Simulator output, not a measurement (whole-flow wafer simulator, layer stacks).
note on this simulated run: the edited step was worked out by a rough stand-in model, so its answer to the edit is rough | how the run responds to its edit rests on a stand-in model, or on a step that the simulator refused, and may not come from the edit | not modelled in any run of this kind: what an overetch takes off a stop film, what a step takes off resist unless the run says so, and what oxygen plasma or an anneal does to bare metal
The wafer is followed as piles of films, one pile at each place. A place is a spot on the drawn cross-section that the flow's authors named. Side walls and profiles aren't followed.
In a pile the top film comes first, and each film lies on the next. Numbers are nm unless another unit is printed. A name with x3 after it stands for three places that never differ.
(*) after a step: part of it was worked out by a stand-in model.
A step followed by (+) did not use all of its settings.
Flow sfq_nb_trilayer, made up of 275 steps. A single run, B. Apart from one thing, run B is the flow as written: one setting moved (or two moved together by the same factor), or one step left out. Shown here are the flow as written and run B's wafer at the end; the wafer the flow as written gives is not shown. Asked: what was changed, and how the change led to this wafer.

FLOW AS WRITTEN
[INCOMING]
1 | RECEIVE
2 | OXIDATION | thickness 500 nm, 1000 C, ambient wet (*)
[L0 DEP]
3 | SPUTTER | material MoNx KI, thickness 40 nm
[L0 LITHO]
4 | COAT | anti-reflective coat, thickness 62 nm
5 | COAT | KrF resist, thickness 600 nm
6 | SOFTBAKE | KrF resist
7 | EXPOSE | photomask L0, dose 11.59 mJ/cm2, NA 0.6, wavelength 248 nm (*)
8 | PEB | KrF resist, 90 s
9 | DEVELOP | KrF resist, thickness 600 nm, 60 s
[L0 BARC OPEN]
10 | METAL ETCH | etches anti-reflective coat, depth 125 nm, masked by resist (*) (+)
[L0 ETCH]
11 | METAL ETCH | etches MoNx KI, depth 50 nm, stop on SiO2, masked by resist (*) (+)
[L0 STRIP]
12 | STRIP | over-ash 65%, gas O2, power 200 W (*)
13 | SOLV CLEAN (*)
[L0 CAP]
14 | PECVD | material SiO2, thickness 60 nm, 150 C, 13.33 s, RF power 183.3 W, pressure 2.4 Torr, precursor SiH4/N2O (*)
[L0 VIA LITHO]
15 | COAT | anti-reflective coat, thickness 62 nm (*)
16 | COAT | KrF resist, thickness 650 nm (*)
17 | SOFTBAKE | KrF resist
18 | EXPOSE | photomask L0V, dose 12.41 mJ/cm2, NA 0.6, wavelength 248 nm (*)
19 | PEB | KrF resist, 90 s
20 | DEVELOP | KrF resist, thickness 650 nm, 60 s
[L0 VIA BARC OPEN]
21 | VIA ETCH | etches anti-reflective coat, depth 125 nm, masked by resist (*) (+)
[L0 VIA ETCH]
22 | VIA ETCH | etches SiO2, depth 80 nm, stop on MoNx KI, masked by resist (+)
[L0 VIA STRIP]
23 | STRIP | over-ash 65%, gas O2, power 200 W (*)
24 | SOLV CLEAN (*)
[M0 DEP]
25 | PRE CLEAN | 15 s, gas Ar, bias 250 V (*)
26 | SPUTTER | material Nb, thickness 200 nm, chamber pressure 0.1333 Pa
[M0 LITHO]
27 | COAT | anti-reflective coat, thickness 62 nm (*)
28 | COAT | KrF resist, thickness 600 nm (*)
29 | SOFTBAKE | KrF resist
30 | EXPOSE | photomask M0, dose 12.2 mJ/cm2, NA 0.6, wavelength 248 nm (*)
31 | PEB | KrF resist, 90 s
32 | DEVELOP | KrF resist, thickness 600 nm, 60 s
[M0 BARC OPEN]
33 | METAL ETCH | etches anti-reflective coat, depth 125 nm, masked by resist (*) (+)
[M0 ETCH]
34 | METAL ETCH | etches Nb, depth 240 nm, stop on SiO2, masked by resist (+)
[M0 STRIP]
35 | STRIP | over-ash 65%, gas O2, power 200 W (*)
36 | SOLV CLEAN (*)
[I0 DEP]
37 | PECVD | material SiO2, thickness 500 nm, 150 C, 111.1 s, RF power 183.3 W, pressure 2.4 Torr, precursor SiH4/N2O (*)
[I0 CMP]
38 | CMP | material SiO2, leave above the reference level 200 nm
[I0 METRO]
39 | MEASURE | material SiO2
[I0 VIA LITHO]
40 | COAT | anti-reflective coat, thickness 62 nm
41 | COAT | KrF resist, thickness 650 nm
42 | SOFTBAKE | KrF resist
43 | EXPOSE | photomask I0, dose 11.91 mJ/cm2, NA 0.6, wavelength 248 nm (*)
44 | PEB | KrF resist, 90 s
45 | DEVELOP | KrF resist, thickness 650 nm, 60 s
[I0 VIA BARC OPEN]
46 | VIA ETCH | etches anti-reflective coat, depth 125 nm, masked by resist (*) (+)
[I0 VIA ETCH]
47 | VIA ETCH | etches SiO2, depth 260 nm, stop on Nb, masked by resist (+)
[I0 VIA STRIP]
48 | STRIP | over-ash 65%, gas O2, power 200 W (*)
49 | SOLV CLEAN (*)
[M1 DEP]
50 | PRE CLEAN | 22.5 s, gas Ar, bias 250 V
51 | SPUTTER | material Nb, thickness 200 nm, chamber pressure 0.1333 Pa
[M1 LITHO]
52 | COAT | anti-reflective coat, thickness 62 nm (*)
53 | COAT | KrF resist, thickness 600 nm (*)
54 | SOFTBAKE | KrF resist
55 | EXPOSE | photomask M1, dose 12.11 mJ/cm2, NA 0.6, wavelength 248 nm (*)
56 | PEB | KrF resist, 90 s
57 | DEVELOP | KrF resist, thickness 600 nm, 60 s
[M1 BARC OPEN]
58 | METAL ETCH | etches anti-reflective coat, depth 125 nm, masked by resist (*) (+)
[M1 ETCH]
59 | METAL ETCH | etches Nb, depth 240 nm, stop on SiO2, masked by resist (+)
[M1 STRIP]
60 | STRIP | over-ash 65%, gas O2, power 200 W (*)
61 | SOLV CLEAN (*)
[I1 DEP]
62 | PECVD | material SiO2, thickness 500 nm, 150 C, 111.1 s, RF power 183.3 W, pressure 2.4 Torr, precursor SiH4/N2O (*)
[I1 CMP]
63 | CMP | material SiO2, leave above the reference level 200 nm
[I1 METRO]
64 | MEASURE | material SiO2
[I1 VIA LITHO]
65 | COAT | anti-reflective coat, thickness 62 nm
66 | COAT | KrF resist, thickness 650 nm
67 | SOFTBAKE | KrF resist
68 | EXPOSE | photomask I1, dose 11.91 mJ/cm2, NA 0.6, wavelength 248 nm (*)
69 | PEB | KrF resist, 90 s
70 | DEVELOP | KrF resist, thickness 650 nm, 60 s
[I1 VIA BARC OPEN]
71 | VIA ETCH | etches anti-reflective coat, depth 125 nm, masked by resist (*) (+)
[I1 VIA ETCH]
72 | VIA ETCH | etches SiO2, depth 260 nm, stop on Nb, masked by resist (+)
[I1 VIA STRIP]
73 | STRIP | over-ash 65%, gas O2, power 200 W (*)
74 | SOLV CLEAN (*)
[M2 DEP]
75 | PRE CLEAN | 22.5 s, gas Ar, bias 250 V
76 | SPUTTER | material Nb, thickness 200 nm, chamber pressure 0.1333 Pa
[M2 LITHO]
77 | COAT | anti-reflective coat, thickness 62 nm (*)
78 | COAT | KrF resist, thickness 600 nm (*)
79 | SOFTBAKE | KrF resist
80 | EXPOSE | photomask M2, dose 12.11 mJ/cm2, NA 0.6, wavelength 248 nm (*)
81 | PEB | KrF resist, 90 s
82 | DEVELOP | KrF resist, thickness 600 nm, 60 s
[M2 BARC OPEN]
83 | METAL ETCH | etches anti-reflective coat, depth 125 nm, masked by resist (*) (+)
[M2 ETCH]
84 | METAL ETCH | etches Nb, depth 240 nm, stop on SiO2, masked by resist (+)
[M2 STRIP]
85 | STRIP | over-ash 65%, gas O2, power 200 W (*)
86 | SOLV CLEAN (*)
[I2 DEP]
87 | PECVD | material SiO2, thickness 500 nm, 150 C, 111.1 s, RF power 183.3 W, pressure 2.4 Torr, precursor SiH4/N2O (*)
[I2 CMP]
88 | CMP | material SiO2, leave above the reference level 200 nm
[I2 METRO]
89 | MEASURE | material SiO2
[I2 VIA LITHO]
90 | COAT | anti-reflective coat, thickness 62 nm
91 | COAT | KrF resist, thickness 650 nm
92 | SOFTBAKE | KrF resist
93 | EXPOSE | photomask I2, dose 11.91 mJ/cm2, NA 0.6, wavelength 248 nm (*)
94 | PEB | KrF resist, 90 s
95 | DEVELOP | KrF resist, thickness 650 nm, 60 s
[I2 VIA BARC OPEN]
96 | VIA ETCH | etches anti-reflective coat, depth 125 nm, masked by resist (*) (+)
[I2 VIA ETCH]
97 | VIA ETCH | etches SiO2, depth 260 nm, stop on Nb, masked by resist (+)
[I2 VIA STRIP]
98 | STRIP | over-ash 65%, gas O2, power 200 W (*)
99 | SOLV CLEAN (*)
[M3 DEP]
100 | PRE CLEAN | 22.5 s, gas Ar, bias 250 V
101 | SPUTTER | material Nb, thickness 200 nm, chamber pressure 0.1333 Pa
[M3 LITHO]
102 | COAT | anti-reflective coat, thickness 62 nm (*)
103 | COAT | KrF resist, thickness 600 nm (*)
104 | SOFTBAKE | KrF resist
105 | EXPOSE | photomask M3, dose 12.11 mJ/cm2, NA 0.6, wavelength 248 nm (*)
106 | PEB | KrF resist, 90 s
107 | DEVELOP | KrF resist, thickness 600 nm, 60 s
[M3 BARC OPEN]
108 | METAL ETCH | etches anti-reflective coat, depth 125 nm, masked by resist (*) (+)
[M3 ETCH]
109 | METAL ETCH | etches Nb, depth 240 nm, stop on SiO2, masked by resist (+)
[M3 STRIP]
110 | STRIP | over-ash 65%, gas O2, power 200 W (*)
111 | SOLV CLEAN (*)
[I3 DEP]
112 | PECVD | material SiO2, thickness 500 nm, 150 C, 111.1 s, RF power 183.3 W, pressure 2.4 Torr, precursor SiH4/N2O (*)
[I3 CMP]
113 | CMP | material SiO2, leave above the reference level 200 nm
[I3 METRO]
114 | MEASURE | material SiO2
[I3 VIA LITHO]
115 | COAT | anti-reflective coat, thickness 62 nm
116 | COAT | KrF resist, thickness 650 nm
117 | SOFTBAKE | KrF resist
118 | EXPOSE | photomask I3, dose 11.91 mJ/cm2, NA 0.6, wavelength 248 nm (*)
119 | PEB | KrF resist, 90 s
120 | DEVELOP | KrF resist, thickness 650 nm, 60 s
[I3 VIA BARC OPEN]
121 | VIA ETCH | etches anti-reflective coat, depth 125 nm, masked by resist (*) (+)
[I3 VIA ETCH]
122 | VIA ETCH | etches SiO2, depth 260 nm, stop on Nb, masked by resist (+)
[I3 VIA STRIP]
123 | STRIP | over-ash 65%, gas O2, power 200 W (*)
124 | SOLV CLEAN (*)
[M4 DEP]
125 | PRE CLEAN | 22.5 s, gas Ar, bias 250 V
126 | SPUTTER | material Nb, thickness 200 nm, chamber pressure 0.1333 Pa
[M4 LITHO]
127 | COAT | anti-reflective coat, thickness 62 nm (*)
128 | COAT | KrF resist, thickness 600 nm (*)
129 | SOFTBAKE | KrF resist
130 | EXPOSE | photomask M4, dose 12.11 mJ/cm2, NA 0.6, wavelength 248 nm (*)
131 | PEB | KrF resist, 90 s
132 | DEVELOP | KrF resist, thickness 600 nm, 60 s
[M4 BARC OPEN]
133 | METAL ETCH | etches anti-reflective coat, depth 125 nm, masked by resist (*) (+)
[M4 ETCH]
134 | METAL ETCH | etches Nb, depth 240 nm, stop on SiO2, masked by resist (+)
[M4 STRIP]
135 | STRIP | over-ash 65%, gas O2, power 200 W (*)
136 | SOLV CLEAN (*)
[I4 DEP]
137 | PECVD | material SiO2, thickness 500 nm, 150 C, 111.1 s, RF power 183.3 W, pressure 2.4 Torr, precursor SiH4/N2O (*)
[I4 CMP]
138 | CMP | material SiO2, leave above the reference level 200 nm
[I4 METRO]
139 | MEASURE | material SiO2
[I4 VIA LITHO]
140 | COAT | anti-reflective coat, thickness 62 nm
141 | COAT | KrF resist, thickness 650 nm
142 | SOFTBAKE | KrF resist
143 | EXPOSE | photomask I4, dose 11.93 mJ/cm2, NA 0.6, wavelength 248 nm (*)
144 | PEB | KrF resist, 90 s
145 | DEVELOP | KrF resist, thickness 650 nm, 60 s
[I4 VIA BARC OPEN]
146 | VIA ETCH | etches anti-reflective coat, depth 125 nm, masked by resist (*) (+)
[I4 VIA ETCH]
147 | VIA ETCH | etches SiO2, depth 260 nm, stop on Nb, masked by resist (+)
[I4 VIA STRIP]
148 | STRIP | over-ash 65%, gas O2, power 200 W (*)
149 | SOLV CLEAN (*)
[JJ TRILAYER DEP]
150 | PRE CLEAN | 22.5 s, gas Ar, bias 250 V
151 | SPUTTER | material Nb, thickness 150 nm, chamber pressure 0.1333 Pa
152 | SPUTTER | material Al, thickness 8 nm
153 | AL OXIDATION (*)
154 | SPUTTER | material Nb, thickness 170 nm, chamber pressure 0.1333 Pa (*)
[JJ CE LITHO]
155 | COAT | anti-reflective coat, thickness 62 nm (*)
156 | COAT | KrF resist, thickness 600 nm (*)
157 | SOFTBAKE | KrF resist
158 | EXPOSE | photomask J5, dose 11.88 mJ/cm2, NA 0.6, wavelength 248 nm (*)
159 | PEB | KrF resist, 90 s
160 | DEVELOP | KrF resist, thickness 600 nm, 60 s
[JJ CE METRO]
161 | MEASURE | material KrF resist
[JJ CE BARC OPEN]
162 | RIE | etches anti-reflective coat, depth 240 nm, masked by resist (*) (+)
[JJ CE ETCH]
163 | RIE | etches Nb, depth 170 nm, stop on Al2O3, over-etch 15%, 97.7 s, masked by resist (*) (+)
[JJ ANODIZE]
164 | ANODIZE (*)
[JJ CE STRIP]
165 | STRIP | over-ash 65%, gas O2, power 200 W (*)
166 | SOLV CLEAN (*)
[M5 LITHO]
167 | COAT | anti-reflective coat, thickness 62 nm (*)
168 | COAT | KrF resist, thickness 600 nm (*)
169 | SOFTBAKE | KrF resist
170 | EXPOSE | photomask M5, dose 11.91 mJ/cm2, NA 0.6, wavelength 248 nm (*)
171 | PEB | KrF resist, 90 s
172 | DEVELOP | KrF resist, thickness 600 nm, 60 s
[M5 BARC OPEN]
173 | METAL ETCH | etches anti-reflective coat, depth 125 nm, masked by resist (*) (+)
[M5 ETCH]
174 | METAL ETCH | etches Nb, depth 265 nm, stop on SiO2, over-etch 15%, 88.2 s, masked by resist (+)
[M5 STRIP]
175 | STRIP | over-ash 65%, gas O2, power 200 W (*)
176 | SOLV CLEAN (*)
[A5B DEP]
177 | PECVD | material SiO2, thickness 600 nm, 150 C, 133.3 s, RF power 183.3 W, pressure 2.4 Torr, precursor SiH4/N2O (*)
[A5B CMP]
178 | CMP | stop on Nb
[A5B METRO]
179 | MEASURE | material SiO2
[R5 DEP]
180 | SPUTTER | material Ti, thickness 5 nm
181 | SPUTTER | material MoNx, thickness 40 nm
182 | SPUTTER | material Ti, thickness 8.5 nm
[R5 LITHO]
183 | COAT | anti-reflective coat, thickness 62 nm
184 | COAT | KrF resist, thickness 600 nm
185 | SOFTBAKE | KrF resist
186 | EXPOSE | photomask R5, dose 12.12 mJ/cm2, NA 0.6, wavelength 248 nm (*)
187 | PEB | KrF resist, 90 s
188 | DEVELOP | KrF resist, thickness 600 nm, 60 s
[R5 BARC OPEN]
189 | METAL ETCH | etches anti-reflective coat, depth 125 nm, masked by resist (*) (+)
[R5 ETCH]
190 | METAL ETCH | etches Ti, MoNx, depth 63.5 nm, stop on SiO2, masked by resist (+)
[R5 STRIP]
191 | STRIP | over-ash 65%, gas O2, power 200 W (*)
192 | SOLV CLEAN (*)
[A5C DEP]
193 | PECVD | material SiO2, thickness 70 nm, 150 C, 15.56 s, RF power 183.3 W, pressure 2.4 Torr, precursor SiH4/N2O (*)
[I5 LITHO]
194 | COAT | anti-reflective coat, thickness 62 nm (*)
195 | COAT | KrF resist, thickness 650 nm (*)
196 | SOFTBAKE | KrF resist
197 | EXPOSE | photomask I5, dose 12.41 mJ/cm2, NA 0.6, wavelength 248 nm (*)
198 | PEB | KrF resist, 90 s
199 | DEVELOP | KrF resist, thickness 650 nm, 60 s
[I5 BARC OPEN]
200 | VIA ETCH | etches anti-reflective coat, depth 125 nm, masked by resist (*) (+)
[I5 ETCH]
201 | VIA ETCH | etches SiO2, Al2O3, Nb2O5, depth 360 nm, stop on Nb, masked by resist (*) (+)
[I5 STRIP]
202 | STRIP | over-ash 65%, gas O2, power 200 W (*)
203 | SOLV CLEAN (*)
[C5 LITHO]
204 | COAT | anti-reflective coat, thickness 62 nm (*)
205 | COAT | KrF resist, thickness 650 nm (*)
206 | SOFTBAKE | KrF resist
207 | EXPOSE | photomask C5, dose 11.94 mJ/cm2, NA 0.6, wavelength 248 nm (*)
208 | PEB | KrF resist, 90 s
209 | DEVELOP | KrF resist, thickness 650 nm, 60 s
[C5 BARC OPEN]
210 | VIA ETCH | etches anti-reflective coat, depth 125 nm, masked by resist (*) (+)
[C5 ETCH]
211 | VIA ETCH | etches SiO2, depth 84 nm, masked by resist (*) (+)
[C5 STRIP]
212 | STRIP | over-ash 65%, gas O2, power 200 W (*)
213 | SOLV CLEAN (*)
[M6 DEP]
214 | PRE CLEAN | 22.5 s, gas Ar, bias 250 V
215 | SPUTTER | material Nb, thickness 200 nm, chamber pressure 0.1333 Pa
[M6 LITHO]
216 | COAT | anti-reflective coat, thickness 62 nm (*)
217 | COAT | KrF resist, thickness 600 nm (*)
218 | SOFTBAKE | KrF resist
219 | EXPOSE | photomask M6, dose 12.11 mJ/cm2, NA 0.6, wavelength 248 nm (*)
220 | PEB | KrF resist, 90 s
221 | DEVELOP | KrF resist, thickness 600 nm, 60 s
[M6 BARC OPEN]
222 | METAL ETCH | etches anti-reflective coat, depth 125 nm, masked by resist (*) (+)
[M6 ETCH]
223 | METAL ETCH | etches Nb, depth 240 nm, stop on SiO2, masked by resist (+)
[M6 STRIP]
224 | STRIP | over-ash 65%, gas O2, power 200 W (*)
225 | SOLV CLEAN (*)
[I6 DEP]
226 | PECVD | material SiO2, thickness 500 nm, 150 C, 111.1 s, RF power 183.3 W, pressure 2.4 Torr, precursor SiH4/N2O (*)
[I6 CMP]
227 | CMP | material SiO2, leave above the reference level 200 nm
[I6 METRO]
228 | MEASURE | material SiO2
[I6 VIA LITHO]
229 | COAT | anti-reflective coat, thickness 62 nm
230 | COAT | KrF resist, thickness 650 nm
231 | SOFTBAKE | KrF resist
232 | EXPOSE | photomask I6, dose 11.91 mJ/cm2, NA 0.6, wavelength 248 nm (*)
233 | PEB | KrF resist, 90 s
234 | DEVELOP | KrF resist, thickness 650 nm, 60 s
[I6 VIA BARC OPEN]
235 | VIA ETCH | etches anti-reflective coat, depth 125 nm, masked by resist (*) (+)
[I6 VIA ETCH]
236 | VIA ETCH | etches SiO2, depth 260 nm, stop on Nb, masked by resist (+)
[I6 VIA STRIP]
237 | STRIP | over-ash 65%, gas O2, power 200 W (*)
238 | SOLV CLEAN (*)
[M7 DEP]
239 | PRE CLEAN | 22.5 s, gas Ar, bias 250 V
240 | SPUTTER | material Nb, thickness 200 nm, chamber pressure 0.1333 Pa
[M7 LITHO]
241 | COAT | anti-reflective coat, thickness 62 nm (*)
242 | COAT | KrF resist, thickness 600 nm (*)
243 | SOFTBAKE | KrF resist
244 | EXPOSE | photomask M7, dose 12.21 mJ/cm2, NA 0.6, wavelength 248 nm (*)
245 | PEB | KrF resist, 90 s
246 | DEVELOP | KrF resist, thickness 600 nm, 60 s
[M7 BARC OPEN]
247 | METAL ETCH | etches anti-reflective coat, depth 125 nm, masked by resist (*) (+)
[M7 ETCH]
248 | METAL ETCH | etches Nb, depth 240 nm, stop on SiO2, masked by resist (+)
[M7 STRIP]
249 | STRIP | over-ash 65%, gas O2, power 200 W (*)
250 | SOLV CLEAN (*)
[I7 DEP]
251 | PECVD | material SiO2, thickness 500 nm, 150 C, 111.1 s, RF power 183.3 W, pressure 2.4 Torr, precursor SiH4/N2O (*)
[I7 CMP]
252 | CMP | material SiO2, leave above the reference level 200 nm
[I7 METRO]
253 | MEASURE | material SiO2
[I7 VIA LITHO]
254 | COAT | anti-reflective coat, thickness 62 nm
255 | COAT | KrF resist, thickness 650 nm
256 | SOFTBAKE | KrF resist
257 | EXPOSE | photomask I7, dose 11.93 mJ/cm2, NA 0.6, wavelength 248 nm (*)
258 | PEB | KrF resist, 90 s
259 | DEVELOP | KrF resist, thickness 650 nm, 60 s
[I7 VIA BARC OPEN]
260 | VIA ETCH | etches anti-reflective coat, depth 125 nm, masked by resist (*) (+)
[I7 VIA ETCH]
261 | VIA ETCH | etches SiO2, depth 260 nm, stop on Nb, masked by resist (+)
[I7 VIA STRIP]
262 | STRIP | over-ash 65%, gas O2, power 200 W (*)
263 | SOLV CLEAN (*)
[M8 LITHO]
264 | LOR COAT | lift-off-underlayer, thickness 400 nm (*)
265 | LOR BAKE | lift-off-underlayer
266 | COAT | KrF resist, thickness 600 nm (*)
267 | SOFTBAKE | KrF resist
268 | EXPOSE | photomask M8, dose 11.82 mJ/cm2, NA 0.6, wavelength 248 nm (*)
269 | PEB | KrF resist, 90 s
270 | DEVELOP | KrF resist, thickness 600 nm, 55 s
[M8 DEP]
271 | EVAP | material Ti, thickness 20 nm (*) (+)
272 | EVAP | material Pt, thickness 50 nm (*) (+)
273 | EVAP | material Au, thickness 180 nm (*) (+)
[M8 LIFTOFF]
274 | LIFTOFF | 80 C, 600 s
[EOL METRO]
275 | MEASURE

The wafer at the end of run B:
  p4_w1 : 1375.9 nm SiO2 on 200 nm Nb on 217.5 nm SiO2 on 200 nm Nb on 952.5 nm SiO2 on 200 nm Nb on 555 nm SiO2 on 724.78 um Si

Cause: step 87, PECVD: thickness 375 nm was run, while the flow as written has thickness 500 nm; step 87, PECVD: 83.33 s was run, where the flow has 111.1 s.

Step by step, how the change led to this:
  87 | PECVD | material SiO2, thickness 500 nm, 150 C, 111.1 s, RF power 183.3 W, pressure 2.4 Torr, precursor SiH4/N2O (*)
      field_l, be, be_sur and 81 more: +375 SiO2 (in the flow as written it would be: +500 SiO2)
      v_sur, via_wl, via_w and 18 more: +375 SiO2 (new film) (in the flow as written it would be: +500 SiO2 (new film))
      (as well as at 1 more place)
  88 | CMP | material SiO2, leave above the reference level 200 nm
      field_l, be, be_sur and 81 more: nothing (in the flow as written it would be: -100 SiO2)
      v_sur, via_wl, via_w and 18 more: -175 SiO2 (in the flow as written it would be: -300 SiO2)
      (as well as at 1 more place)
  90 | COAT | anti-reflective coat, thickness 62 nm
      m0r_space_l, m0r_space_r, m6r_space_l, m6r_space_r, m7r_space_l, m7r_space_r: +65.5 anti-reflective coat (new film) (in the flow as written it would be: +62 anti-reflective coat (new film))
      via_wl, via_wr, via_sp: +60.1 anti-reflective coat (new film) (in the flow as written it would be: +62 anti-reflective coat (new film))
      (as well as at 33 more places)
  96 | VIA ETCH | etches anti-reflective coat, depth 125 nm, masked by resist (*) (+)
      field_l, v_sur, via_wl and 102 more: -50 KrF resist (in the flow as written it would be: -51.7 KrF resist)
      via_w: -60 anti-reflective coat (all of it), -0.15 SiO2 (in the flow as written it would be: -62 anti-reflective coat (all of it), -0.16 SiO2)
  98 | STRIP | over-ash 65%, gas O2, power 200 W (*)
      m0r_space_l, m0r_space_r, m6r_space_l, m6r_space_r, m7r_space_l, m7r_space_r: -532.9 KrF resist (all of it), -65.5 anti-reflective coat (all of it) (in the flow as written it would be: -528.6 KrF resist (all of it), -62 anti-reflective coat (all of it))
      m5r_space_l, m5r_space_r: -532.8 KrF resist (all of it), -64 anti-reflective coat (all of it) (in the flow as written it would be: -528.6 KrF resist (all of it), -62 anti-reflective coat (all of it))
      (as well as at 33 more places)
  102 | COAT | anti-reflective coat, thickness 62 nm (*)
      wl_f_m6, wl_f_sr, wl_g_sl: +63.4 anti-reflective coat (new film) (in the flow as written it would be: +62 anti-reflective coat (new film))
      m0r_space_l, m6r_space_l, m7r_space_l: +65 anti-reflective coat (new film) (in the flow as written it would be: +62 anti-reflective coat (new film))
      (as well as at 32 more places)
  108 | METAL ETCH | etches anti-reflective coat, depth 125 nm, masked by resist (*) (+)
      wl_f_m6, wl_f_sr, wl_g_sl: -63.4 anti-reflective coat (all of it) (in the flow as written it would be: -62 anti-reflective coat (all of it))
      m0r_space_l, m6r_space_l, m7r_space_l: -65 anti-reflective coat (all of it) (in the flow as written it would be: -62 anti-reflective coat (all of it))
      (as well as at 24 more places)
  110 | STRIP | over-ash 65%, gas O2, power 200 W (*)
      v_sur: -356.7 KrF resist (all of it), -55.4 anti-reflective coat (all of it) (in the flow as written it would be: -365.3 KrF resist (all of it), -61.1 anti-reflective coat (all of it))
      via_wl: -372 KrF resist (all of it), -33.9 anti-reflective coat (all of it) (in the flow as written it would be: -384.2 KrF resist (all of it), -34.2 anti-reflective coat (all of it))
      (as well as at 8 more places)
  113 | CMP | material SiO2, leave above the reference level 200 nm
      field_l, be, be_sur and 64 more: -75 SiO2 (in the flow as written it would be: -100 SiO2)
      p4_w1, p4_w2, p4_w3 and 6 more: -275 SiO2 (in the flow as written it would be: -300 SiO2)
      (as well as at 8 more places)
